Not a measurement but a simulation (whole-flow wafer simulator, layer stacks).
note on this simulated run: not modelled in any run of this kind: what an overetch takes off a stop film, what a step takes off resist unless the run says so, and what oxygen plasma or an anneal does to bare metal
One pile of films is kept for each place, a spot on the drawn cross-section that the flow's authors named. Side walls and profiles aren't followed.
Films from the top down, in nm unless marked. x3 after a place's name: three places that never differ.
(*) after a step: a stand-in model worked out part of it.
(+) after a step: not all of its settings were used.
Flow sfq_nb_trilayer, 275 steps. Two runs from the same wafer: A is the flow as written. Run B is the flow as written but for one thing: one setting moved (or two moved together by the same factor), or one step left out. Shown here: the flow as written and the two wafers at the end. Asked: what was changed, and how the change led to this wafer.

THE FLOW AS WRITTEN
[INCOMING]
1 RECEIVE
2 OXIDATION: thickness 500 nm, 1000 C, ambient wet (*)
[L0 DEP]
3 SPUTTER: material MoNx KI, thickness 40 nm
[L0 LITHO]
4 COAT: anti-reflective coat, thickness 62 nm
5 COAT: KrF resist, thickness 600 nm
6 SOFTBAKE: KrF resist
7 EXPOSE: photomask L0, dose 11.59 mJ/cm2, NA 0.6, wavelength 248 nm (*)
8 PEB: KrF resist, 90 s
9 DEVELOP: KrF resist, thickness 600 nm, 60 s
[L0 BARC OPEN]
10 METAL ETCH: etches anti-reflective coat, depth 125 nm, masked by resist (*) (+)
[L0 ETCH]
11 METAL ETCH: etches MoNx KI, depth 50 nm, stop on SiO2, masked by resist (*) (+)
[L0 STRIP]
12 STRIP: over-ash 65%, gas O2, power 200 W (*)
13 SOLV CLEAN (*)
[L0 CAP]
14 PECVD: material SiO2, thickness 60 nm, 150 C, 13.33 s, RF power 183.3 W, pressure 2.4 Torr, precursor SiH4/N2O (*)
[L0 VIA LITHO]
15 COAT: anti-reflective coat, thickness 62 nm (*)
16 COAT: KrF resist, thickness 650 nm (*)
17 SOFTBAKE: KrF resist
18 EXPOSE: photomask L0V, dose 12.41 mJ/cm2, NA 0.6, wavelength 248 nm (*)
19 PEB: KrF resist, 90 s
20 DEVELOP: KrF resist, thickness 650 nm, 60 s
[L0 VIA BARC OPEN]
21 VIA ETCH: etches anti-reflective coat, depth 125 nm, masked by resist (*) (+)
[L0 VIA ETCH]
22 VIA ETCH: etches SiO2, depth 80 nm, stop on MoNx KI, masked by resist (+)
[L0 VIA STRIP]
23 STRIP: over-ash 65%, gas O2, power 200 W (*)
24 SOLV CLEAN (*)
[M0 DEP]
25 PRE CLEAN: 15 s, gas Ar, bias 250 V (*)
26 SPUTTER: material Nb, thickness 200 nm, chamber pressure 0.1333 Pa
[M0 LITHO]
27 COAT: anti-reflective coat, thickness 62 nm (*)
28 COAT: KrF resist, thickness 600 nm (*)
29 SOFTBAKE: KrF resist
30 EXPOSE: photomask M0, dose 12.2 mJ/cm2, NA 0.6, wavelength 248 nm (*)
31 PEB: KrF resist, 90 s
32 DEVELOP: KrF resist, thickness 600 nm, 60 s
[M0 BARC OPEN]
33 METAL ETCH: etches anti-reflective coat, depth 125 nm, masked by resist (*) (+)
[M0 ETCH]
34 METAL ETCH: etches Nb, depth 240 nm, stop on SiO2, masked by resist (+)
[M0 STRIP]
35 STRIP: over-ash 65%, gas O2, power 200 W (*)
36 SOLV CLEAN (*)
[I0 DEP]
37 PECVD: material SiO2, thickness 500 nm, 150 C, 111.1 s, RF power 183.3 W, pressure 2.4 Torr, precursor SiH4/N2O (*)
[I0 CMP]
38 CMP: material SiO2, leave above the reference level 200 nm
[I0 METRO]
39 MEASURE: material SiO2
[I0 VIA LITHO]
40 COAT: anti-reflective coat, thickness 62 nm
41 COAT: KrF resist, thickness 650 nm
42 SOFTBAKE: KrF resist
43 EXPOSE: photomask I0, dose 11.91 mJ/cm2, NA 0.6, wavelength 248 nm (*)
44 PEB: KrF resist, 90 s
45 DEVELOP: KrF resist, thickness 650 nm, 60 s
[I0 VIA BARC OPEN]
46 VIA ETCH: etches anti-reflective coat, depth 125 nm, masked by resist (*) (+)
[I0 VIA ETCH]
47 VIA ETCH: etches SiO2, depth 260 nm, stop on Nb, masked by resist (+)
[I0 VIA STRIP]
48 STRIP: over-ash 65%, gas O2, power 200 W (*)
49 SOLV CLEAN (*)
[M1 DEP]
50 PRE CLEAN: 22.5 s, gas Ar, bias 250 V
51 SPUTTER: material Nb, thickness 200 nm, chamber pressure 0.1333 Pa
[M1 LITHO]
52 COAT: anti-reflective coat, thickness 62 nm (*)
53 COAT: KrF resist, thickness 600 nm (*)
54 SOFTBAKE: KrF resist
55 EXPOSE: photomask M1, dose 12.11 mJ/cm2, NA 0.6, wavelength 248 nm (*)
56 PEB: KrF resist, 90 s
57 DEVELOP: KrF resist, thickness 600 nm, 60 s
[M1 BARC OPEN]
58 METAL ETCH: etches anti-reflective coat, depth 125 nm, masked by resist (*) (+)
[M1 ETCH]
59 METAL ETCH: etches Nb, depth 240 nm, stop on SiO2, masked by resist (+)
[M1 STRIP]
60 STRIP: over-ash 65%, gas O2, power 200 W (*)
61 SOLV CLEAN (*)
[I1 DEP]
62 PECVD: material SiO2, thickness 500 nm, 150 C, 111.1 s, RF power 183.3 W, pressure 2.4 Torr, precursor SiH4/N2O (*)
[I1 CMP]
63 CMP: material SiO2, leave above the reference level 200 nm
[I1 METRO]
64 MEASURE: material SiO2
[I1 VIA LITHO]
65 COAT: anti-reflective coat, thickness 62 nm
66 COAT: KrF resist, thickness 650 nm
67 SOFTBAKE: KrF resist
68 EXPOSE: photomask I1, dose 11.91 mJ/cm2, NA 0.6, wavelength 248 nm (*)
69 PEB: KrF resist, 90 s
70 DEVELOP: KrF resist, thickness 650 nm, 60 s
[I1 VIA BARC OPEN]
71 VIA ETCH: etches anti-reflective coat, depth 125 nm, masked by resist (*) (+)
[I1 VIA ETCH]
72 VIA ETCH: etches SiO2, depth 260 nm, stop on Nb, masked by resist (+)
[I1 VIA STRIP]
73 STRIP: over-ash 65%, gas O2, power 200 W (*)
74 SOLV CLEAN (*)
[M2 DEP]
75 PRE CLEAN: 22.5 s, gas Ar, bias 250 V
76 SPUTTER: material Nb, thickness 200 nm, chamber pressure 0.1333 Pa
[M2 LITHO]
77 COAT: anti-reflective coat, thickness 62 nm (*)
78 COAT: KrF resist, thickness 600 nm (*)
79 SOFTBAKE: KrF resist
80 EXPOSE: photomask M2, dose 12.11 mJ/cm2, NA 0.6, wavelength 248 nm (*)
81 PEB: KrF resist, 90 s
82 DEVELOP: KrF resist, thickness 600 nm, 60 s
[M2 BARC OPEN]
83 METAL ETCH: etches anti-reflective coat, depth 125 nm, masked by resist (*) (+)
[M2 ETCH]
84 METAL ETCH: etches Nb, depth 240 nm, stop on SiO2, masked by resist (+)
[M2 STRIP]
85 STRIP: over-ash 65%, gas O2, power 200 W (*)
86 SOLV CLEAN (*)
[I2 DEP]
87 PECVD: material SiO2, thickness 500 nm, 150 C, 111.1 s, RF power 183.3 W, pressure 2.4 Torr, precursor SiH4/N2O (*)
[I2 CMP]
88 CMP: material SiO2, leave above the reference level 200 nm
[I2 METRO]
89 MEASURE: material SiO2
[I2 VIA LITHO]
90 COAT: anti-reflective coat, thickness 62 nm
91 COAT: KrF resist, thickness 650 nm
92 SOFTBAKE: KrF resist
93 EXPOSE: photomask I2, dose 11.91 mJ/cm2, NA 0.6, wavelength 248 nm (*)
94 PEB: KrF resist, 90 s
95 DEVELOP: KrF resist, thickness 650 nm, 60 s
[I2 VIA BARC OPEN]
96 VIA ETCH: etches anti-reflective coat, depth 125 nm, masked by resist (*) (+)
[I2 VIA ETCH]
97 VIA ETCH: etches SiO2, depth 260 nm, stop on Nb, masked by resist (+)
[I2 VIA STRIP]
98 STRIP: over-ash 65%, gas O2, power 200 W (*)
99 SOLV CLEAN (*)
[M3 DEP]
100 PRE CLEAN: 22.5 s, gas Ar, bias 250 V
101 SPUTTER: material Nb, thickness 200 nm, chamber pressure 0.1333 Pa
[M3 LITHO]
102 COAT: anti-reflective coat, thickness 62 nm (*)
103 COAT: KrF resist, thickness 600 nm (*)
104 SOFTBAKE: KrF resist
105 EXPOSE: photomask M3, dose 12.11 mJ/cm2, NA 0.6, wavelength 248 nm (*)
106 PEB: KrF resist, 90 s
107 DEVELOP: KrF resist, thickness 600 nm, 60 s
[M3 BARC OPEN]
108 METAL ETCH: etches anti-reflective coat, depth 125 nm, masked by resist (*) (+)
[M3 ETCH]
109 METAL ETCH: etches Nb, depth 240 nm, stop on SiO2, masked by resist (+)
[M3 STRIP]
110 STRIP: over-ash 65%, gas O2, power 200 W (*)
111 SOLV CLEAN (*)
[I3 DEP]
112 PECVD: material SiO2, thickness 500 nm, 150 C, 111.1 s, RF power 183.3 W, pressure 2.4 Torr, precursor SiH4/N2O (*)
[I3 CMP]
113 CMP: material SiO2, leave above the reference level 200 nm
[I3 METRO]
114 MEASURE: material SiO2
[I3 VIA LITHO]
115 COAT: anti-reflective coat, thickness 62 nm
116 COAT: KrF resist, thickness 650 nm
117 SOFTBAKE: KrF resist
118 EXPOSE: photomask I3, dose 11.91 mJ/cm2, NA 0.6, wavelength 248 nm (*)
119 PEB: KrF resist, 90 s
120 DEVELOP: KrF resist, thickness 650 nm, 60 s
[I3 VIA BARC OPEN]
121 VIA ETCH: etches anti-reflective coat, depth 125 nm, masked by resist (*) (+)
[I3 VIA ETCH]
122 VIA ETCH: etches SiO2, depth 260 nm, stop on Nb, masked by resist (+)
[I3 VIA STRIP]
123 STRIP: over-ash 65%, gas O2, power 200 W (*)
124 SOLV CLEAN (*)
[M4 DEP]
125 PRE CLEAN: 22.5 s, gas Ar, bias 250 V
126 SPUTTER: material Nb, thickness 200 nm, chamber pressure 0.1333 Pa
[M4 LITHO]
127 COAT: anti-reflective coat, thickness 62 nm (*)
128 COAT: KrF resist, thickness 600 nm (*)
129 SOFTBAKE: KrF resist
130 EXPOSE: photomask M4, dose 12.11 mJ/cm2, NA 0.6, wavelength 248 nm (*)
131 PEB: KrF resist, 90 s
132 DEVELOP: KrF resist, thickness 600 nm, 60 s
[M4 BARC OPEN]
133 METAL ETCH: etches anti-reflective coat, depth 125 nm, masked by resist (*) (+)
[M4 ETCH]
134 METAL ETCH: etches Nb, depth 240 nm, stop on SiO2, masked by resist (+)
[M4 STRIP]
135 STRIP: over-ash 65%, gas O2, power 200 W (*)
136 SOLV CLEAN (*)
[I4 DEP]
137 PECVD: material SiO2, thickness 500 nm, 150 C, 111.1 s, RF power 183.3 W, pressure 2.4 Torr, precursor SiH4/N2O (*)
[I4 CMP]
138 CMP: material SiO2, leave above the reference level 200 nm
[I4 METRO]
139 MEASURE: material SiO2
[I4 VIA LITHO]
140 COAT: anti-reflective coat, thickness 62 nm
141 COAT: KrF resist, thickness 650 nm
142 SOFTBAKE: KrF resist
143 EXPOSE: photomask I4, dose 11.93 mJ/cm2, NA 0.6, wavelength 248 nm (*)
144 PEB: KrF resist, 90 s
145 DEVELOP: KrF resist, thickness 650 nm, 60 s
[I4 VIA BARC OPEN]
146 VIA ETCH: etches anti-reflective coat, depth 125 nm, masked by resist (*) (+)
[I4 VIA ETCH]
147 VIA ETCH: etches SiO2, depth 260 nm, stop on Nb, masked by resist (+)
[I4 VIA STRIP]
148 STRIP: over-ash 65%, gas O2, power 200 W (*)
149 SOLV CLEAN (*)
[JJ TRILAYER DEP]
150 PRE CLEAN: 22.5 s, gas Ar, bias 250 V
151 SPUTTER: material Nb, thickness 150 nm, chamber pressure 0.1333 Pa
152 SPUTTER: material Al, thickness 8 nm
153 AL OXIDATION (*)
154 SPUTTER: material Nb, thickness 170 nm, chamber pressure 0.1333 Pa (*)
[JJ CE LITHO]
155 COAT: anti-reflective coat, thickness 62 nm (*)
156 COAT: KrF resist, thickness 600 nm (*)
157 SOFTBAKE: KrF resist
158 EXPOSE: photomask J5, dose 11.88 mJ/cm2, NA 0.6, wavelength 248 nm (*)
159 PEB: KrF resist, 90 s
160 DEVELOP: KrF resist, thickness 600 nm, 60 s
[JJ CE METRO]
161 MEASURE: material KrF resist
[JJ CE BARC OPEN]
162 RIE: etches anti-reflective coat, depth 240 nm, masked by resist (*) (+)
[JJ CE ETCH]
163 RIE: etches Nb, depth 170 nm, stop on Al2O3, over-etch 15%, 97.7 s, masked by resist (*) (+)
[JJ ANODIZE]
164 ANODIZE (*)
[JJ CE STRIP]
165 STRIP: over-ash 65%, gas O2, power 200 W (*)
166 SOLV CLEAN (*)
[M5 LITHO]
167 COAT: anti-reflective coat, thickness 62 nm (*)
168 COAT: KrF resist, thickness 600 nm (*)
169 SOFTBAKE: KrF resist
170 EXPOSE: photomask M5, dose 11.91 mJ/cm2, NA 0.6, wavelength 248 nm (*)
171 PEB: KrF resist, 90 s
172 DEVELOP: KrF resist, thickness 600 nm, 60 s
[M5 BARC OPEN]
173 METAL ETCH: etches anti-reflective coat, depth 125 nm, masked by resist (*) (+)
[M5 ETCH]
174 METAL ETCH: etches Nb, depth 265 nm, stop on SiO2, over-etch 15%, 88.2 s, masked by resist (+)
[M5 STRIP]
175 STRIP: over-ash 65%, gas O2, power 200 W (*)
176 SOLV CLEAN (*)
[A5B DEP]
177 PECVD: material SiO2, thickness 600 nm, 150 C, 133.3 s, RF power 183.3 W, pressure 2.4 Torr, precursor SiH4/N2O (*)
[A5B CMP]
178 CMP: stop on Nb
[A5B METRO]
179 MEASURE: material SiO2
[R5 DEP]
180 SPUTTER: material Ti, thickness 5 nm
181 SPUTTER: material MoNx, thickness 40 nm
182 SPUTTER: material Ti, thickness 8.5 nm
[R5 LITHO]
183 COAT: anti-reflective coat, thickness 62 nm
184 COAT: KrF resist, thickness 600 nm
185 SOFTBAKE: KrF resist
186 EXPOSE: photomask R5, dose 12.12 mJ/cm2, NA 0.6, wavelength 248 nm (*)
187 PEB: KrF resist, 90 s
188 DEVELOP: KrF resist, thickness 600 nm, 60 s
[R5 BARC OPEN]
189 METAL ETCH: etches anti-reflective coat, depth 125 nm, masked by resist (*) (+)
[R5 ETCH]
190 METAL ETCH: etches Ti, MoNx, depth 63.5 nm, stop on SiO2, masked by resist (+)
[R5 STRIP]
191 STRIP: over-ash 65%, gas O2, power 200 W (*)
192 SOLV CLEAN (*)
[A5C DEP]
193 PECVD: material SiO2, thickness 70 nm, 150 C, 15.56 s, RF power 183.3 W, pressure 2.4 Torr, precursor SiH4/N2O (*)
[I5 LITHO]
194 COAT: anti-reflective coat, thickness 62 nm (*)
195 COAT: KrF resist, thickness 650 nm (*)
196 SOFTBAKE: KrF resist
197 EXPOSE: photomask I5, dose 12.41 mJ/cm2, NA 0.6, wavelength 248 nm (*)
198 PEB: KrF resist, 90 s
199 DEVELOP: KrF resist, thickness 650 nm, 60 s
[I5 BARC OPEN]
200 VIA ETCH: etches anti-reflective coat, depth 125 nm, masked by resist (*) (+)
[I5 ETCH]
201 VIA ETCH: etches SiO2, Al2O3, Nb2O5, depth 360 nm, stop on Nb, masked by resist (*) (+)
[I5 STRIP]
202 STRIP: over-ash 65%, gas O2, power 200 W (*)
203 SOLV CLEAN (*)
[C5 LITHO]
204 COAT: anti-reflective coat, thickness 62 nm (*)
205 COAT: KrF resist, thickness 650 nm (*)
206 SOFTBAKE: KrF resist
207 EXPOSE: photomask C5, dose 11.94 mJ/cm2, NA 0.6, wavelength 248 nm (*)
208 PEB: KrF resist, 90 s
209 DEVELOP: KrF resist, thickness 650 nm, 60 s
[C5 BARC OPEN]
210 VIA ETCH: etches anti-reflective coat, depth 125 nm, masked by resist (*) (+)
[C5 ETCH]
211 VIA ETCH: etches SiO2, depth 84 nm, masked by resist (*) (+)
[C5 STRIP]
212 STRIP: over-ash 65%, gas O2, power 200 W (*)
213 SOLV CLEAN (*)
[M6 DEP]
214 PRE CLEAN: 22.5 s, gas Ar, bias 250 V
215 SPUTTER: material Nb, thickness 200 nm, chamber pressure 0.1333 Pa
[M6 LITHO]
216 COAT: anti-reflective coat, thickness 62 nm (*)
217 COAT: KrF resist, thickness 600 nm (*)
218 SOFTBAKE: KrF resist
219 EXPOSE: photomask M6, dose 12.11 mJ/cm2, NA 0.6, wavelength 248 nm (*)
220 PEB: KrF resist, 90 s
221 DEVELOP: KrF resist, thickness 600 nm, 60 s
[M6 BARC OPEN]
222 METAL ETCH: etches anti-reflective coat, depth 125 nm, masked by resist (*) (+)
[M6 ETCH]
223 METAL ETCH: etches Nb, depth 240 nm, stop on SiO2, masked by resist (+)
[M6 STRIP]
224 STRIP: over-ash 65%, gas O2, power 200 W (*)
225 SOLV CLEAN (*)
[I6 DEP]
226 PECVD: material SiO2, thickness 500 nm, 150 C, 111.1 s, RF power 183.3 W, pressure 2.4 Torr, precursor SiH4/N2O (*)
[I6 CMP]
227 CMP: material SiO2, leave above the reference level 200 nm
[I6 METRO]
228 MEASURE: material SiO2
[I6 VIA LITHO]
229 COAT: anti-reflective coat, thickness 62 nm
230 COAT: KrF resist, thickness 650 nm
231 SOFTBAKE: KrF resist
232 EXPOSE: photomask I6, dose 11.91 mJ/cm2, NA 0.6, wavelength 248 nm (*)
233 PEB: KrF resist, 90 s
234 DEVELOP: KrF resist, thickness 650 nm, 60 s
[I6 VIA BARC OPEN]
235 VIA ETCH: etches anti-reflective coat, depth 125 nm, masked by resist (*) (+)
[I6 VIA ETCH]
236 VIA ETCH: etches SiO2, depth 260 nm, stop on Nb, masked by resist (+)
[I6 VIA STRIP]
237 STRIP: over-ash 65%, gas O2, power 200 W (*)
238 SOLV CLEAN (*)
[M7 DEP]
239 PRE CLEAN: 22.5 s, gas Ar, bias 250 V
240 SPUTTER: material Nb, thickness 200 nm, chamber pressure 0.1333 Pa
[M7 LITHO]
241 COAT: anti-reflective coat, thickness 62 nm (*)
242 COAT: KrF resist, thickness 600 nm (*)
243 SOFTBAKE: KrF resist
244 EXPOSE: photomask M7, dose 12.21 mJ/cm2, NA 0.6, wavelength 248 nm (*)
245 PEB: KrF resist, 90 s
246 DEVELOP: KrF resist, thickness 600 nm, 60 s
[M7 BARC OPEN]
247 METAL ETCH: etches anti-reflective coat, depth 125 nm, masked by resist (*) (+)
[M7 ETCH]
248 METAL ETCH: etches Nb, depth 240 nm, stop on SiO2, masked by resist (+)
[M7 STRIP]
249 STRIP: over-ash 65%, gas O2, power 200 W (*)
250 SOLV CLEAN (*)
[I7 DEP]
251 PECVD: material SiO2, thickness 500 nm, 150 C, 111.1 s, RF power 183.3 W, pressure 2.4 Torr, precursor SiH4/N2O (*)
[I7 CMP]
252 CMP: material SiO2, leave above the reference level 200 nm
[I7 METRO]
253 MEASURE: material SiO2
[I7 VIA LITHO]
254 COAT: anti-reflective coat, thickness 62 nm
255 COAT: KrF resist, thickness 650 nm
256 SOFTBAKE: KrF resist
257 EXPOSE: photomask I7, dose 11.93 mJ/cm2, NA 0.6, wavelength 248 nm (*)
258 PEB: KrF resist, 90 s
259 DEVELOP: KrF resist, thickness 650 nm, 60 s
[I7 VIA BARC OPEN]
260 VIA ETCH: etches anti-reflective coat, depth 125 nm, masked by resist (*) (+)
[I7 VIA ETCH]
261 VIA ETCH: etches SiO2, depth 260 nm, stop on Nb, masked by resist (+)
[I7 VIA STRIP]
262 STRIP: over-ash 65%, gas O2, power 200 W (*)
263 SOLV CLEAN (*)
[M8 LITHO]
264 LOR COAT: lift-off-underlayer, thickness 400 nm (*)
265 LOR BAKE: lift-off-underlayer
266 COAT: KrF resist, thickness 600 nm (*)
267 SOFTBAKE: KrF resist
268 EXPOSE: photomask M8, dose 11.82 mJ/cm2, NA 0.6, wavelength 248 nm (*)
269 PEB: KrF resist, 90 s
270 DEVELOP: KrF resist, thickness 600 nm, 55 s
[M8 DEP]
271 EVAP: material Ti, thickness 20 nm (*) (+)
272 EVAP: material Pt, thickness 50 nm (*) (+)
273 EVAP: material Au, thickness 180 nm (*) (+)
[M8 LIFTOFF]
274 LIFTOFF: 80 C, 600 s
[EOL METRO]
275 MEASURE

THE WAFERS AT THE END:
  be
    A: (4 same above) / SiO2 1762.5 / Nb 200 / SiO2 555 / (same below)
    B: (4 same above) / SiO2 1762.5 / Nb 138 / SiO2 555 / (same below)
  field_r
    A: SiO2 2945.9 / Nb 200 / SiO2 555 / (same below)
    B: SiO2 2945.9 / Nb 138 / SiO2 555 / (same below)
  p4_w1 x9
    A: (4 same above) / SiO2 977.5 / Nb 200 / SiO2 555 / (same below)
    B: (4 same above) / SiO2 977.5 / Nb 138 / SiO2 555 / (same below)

The cause: step 26, SPUTTER: thickness 138 nm was run, where the flow has thickness 200 nm.
It can be read off the wafer: be has Nb 138, and step 26 as written asks for 200 nm.

How the change led to this, step by step:
  26 SPUTTER: material Nb, thickness 200 nm, chamber pressure 0.1333 Pa
      field_l, via_wl, via_w and 101 more: A Nb +200 (new film) | B Nb +138 (new film)
      v_sur: A Nb +200 (new film) | B Nb +135.4 (new film)
      (and at 1 more place)
  34 METAL ETCH: etches Nb, depth 240 nm, stop on SiO2, masked by resist (+)
      field_l, v_sur, via_wl and 100 more: A KrF resist -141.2 | B KrF resist -121.8
      moat, m0r_space_l x2: A Nb -200 (all of it) | B Nb -138 (all of it)
  35 STRIP: over-ash 65%, gas O2, power 200 W (*)
      p4_fl x3, p4_w1 x9, p4_g1 x2 and 57 more: A KrF resist -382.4 (all of it), anti-reflective coat -62 (all of it) | B KrF resist -401.8 (all of it), anti-reflective coat -62 (all of it)
      c5j, ce_r, sp_r, be_r, r_sur, res: A KrF resist -389 (all of it), anti-reflective coat -63.6 (all of it) | B KrF resist -408.4 (all of it), anti-reflective coat -63.6 (all of it)
      (and at 26 more places)
  37 PECVD: material SiO2, thickness 500 nm, 150 C, 111.1 s, RF power 183.3 W, pressure 2.4 Torr, precursor SiH4/N2O (*)
      moat, m0r_space_l x2: A SiO2 +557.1 | B SiO2 +500
  38 CMP: material SiO2, leave above the reference level 200 nm
      moat, m0r_space_l x2: A SiO2 -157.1 | B SiO2 -162
